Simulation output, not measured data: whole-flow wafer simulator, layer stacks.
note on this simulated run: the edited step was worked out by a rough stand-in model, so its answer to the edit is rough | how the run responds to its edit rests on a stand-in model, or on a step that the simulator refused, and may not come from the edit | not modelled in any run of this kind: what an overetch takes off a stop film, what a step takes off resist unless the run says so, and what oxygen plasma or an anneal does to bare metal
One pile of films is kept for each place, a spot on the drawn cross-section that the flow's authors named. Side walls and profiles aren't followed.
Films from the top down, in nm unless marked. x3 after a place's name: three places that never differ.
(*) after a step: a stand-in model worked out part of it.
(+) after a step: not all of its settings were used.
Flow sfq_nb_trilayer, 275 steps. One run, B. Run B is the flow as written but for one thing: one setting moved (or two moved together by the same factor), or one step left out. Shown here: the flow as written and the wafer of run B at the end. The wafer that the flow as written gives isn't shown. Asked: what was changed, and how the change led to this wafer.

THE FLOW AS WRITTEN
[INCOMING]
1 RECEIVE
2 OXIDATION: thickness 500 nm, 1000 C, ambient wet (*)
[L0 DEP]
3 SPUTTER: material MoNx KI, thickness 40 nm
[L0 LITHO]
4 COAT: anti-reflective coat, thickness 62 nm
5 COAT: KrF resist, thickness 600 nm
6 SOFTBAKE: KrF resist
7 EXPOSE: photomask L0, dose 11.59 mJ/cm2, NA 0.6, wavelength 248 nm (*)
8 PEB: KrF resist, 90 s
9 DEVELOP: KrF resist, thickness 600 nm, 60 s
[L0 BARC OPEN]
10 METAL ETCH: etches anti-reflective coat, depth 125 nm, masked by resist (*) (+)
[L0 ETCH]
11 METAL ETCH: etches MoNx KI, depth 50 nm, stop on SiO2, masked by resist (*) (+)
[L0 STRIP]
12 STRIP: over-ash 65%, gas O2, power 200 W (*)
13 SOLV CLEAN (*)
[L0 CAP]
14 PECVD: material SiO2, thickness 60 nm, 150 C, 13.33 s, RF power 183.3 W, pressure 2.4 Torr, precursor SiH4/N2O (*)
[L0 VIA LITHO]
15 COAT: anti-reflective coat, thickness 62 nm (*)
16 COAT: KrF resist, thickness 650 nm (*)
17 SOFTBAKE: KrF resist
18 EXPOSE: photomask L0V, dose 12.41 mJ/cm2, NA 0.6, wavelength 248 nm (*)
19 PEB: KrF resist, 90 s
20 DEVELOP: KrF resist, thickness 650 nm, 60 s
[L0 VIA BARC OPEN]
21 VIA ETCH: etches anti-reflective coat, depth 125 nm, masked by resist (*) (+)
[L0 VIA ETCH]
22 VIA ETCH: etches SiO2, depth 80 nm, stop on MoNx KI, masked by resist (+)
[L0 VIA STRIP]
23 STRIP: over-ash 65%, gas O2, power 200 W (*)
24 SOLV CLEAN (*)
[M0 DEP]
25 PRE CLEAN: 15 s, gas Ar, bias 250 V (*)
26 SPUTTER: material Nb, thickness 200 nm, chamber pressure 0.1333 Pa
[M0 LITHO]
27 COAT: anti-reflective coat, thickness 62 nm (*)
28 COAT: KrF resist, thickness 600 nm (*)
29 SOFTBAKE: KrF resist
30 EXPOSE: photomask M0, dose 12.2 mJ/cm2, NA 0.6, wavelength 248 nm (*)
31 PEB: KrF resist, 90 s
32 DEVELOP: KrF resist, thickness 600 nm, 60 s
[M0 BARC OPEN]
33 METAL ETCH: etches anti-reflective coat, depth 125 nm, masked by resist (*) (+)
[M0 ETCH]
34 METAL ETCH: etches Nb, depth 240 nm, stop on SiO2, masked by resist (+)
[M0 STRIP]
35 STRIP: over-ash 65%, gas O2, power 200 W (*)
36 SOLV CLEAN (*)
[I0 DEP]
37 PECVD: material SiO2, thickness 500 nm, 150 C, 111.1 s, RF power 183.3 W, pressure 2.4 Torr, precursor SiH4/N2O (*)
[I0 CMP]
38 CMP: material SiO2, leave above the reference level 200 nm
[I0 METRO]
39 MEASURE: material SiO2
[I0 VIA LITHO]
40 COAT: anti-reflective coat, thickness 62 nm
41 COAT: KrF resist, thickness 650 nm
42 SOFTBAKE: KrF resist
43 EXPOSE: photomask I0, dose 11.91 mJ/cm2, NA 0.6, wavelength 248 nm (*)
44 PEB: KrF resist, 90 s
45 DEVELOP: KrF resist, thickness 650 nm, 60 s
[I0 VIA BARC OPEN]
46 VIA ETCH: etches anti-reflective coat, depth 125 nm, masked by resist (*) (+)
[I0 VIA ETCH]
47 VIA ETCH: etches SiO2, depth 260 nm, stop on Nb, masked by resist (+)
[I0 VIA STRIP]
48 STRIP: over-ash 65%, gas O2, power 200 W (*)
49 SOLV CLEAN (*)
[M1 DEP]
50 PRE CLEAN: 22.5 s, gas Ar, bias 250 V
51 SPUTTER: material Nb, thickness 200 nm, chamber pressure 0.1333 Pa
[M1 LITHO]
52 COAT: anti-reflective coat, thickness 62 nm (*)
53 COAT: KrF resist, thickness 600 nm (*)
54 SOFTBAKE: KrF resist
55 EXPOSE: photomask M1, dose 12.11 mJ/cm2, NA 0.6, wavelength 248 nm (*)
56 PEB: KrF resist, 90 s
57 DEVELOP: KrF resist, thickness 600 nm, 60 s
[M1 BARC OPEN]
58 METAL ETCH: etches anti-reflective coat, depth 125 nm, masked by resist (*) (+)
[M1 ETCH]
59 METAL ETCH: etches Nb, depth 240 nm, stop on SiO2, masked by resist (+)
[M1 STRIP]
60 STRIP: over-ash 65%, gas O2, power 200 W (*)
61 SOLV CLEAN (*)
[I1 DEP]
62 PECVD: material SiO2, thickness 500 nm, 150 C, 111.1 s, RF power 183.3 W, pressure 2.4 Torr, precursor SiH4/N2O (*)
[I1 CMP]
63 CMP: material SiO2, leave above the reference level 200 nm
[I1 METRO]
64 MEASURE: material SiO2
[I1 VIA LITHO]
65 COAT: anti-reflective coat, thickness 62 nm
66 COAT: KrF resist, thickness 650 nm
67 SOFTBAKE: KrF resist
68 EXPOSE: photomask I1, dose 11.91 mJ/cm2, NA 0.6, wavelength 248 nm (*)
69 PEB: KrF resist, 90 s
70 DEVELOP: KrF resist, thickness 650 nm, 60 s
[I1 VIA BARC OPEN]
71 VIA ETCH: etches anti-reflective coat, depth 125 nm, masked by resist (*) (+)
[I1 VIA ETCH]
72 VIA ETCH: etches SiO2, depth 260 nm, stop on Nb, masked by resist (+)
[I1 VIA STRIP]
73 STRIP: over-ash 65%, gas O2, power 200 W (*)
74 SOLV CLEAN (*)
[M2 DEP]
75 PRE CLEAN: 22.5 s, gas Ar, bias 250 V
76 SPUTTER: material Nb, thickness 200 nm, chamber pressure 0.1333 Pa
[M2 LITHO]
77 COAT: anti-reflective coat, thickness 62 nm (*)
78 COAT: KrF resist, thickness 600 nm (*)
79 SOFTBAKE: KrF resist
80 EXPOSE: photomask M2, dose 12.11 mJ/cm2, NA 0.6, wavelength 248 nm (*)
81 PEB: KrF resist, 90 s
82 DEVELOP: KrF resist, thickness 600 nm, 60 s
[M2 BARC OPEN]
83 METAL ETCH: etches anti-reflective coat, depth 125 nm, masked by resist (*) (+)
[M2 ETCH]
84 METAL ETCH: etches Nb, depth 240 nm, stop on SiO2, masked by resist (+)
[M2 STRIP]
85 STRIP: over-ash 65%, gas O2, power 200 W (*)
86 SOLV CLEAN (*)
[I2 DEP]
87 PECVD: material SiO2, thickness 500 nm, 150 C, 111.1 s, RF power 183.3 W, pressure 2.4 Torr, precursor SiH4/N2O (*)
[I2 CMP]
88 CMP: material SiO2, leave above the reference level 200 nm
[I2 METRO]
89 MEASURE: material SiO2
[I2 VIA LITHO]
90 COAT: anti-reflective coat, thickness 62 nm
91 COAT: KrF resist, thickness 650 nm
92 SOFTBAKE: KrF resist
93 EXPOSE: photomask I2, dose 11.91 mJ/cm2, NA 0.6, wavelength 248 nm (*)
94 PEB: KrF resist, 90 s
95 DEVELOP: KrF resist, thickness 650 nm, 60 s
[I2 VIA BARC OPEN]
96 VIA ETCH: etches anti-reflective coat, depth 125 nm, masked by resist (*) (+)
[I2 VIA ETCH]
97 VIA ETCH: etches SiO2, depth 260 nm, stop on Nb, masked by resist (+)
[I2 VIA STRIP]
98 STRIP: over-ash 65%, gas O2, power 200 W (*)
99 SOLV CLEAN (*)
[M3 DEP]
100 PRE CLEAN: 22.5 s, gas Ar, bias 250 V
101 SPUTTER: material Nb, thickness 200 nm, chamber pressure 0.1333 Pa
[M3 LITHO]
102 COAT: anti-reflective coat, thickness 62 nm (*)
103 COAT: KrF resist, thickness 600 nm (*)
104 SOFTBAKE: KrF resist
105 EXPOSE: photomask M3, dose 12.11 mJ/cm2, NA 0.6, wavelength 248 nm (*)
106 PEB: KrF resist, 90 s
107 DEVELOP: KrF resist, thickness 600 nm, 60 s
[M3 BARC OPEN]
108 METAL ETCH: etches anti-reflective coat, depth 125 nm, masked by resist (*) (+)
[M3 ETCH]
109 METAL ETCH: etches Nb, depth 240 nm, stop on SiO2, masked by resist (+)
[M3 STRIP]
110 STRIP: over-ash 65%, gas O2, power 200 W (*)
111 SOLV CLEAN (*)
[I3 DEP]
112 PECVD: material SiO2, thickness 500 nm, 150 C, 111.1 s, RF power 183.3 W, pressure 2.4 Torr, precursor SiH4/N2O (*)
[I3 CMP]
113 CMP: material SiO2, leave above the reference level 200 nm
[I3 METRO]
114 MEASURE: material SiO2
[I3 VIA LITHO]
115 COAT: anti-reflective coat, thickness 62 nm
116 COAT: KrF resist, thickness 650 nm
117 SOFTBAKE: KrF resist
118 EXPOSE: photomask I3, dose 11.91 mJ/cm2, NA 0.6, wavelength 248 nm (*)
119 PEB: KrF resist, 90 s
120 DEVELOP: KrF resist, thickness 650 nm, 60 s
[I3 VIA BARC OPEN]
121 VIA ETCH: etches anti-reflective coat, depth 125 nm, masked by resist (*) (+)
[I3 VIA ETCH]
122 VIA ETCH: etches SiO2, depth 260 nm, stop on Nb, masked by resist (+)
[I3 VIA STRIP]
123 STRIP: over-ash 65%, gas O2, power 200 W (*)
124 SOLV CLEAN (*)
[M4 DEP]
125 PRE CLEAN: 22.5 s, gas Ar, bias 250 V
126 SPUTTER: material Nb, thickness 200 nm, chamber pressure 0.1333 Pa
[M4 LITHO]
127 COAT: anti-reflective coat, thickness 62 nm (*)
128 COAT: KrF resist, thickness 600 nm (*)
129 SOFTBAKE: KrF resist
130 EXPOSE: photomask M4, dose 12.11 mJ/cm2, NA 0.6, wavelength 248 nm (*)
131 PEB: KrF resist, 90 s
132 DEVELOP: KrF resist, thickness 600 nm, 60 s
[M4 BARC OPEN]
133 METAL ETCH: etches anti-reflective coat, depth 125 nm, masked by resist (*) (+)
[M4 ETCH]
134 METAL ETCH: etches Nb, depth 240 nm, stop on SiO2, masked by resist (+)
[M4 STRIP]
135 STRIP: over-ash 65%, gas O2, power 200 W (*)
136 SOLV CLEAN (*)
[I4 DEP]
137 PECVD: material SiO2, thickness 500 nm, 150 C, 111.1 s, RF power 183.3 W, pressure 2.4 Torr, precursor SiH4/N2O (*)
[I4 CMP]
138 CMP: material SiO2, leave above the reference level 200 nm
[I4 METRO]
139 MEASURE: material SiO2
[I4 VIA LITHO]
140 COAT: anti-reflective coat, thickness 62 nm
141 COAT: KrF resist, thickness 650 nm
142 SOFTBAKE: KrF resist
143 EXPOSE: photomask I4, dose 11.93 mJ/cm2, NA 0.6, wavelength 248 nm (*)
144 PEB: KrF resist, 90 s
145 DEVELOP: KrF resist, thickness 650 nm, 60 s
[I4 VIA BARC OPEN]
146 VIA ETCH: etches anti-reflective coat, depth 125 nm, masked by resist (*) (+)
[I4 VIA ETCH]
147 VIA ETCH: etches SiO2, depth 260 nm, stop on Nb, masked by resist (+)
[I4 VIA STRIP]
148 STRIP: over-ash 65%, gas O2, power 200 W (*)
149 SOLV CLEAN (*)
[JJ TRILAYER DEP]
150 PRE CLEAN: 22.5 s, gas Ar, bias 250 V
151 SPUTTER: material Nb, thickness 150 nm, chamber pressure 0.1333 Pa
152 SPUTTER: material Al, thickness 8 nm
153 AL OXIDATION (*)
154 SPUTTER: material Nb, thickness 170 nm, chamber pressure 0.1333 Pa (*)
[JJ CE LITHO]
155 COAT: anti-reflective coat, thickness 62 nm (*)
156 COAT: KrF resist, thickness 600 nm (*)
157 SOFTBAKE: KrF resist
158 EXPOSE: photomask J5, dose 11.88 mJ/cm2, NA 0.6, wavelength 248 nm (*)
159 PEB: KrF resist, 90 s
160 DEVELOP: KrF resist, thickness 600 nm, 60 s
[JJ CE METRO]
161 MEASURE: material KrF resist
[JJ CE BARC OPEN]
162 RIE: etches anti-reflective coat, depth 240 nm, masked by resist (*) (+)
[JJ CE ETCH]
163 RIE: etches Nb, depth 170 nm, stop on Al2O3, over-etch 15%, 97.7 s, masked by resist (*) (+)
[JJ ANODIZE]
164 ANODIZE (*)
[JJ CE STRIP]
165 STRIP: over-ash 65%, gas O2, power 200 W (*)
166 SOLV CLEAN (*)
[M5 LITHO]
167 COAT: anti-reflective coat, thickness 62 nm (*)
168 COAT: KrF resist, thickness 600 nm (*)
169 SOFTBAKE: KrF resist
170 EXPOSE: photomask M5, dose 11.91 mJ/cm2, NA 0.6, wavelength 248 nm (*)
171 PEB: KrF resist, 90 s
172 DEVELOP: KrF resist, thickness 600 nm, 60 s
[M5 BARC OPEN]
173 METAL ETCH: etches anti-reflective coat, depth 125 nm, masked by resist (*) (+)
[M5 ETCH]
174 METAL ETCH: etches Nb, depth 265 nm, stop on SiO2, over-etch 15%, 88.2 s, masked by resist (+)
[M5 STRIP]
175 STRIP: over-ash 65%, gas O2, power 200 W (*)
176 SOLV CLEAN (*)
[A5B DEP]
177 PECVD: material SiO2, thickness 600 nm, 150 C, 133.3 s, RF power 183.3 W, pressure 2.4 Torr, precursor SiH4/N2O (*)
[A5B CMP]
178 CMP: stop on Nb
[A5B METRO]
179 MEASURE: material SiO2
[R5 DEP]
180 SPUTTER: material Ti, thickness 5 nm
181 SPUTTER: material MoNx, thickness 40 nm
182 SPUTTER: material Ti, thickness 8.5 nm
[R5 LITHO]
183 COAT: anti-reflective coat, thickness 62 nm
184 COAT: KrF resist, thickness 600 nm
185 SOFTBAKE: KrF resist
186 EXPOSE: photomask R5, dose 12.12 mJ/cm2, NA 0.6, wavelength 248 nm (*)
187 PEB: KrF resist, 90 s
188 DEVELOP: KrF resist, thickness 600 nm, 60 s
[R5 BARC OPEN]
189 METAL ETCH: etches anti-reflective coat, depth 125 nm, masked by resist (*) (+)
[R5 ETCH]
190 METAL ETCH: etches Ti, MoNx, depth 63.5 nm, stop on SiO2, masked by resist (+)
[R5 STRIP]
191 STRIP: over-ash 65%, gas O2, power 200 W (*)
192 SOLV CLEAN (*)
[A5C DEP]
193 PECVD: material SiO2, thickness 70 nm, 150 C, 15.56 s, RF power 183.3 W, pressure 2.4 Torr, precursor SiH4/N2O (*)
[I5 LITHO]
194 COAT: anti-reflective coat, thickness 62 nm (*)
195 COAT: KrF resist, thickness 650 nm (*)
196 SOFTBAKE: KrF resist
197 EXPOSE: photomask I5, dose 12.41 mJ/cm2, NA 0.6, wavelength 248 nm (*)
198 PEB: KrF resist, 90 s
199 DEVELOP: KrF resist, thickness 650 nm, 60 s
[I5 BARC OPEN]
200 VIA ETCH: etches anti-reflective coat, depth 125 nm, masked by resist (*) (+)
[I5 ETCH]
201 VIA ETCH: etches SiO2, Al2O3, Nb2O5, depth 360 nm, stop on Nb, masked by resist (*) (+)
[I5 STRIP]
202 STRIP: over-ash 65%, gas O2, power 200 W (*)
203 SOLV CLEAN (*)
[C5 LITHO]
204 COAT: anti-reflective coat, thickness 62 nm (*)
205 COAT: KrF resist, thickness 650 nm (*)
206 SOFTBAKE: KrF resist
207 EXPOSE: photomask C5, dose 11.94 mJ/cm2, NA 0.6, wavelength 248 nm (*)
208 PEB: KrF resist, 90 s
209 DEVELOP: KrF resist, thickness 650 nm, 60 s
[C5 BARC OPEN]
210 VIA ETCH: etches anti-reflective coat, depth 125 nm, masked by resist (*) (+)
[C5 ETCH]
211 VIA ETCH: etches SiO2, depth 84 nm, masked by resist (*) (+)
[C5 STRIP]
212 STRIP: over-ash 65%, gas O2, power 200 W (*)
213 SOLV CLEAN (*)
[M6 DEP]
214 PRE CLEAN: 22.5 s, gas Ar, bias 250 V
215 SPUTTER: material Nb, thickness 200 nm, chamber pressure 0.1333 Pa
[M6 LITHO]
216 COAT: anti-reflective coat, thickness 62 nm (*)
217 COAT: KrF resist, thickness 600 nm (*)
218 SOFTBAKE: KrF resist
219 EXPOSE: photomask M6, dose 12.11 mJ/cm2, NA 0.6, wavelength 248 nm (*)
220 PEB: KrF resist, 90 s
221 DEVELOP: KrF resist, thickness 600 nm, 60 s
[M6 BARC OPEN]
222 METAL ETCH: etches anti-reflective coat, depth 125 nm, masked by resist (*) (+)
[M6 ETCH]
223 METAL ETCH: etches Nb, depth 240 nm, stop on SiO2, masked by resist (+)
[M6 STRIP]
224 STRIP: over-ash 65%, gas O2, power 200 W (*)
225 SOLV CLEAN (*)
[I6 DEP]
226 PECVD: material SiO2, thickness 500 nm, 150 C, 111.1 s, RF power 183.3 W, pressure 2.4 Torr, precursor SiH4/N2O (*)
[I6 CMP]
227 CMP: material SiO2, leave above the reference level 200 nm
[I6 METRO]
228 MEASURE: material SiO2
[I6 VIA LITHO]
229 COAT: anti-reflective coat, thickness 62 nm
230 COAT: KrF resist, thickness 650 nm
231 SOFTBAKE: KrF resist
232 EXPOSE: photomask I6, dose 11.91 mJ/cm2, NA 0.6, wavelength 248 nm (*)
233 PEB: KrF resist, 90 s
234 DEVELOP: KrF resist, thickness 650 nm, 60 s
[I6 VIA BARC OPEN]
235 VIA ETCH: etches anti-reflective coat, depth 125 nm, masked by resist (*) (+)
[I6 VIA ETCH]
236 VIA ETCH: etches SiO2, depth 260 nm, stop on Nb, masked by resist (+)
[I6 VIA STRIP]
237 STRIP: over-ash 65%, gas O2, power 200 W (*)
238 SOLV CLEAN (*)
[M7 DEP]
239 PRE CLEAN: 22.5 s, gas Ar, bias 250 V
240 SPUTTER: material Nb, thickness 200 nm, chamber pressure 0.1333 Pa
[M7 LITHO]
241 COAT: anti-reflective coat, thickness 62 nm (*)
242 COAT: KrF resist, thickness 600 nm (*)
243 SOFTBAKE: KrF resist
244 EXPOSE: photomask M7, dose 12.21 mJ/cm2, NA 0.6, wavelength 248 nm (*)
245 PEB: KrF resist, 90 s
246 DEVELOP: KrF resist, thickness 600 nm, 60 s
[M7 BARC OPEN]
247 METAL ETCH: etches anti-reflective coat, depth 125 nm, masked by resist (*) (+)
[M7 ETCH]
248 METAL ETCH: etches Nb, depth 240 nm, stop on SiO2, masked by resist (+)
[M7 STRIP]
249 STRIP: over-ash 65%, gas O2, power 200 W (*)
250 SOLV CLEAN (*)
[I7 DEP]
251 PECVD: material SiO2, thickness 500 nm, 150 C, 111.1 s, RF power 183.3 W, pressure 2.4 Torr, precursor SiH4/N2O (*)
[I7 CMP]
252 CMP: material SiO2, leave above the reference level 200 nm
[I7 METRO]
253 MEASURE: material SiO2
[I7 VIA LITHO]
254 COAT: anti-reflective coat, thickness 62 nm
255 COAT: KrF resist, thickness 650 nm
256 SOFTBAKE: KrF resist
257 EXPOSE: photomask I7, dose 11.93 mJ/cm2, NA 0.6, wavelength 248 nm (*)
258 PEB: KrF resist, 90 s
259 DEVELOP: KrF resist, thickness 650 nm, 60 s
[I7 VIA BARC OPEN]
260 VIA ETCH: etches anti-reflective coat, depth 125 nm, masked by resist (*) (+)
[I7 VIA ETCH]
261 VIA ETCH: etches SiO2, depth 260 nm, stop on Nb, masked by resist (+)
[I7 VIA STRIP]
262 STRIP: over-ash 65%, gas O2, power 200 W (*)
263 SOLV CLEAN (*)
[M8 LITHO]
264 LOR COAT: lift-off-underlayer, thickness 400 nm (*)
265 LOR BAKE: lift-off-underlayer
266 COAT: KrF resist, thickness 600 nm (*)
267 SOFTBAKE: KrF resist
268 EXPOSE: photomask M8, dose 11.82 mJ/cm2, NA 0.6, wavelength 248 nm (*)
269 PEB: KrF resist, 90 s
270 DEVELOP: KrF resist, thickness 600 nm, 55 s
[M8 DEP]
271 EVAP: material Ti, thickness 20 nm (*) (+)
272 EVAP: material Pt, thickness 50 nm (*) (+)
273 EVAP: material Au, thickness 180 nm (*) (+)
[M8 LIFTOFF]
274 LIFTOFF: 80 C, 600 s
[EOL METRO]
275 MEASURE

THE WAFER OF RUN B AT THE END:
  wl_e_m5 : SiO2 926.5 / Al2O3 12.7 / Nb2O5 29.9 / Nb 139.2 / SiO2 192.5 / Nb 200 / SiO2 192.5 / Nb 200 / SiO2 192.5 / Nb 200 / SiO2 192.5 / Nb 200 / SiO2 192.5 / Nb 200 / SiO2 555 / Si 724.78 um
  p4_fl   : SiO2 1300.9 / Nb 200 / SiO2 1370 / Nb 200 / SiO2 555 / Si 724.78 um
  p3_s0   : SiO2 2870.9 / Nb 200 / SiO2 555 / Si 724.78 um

The cause: step 251, PECVD: thickness 325 nm was run, where the flow has thickness 500 nm; step 251, PECVD: 72.22 s was run, where the flow has 111.1 s.

How the change led to this, step by step:
  251 PECVD: material SiO2, thickness 500 nm, 150 C, 111.1 s, RF power 183.3 W, pressure 2.4 Torr, precursor SiH4/N2O (*)
      field_l, p4_fl, p4_fm and 56 more: SiO2 +325 (as written it would be: SiO2 +500)
      v_sur, via_wl, via_w and 37 more: SiO2 +325 (new film) (as written it would be: SiO2 +500 (new film))
      (and at 7 more places)
  252 CMP: material SiO2, leave above the reference level 200 nm
      field_l, p4_fl, p4_fm and 56 more: nothing (as written it would be: SiO2 -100)
      field_r, lsp_l: nothing (as written it would be: SiO2 -77.7)
      (and at 45 more places)
  254 COAT: anti-reflective coat, thickness 62 nm
      jj_sur, ce_l, c5j, ce_r, sp_r, be_r: anti-reflective coat +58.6 (new film) (as written it would be: anti-reflective coat +62 (new film))
      wl_j_sl, wl_jj, wl_j_sr, wl_a_sl: anti-reflective coat +60.2 (new film) (as written it would be: anti-reflective coat +62 (new film))
      (and at 79 more places)
  255 COAT: KrF resist, thickness 650 nm
      ce_l, c5j, sp_r: KrF resist +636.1 (new film) (as written it would be: KrF resist +650 (new film))
      be_r, wl_f_m6: KrF resist +635.8 (new film) (as written it would be: KrF resist +650 (new film))
      (and at 47 more places)
  259 DEVELOP: KrF resist, thickness 650 nm, 60 s
      via_wl: KrF resist -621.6 (all of it) (as written it would be: KrF resist -648.6 (all of it))
      via_w: KrF resist -625.7 (all of it) (as written it would be: KrF resist -648.6 (all of it))
      (and at 1 more place)
  260 VIA ETCH: etches anti-reflective coat, depth 125 nm, masked by resist (*) (+)
      field_l, v_sur, via_sp and 100 more: KrF resist -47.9 (as written it would be: KrF resist -51.7)
      via_wl: anti-reflective coat -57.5 (all of it), SiO2 -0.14 (as written it would be: anti-reflective coat -62 (all of it), SiO2 -0.16)
      (and at 2 more places)
  262 STRIP: over-ash 65%, gas O2, power 200 W (*)
      ce_l, c5j, ce_r, sp_r: KrF resist -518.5 (all of it), anti-reflective coat -58.6 (all of it) (as written it would be: KrF resist -528.6 (all of it), anti-reflective coat -62 (all of it))
      m0r_line_l, m0r_line_r, m6r_line_l, m6r_line_r: KrF resist -547 (all of it), anti-reflective coat -63.6 (all of it) (as written it would be: KrF resist -528.6 (all of it), anti-reflective coat -62 (all of it))
      (and at 79 more places)
  264 LOR COAT: lift-off-underlayer, thickness 400 nm (*)
      wl_e_m5, m5r_space_l, m5r_space_r: lift-off-underlayer +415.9 (new film) (as written it would be: lift-off-underlayer +400 (new film))
      c5j, ce_r: lift-off-underlayer +387.1 (new film) (as written it would be: lift-off-underlayer +399.3 (new film))
      (and at 71 more places)
  266 COAT: KrF resist, thickness 600 nm (*)
      ln_m6: KrF resist +584.2 (new film) (as written it would be: KrF resist +597 (new film))
      l0v: KrF resist +609.8 (new film) (as written it would be: KrF resist +594.7 (new film))
      (and at 7 more places)
  270 DEVELOP: KrF resist, thickness 600 nm, 55 s
      field_l: KrF resist -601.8 (all of it), lift-off-underlayer -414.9 (all of it) (as written it would be: KrF resist -593.7 (all of it), lift-off-underlayer -388.2 (all of it))
      v_sur: KrF resist -598 (all of it), lift-off-underlayer -343.4 (all of it) (as written it would be: KrF resist -607.3 (all of it), lift-off-underlayer -369.4 (all of it))
      (and at 9 more places)
  274 LIFTOFF: 80 C, 600 s
      wl_d_m1, wl_d_sr: Au -180 (all of it), Pt -50 (all of it), Ti -20 (all of it), KrF resist -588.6 (all of it), lift-off-underlayer -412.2 (all of it) (as written it would be: Au -180 (all of it), Pt -50 (all of it), Ti -20 (all of it), KrF resist -576.2 (all of it), lift-off-underlayer -400 (all of it))
      m0r_line_l, m6r_line_l: Au -180 (all of it), Pt -50 (all of it), Ti -20 (all of it), KrF resist -582.6 (all of it), lift-off-underlayer -417.7 (all of it) (as written it would be: Au -180 (all of it), Pt -50 (all of it), Ti -20 (all of it), KrF resist -576.2 (all of it), lift-off-underlayer -400 (all of it))
      (and at 61 more places)
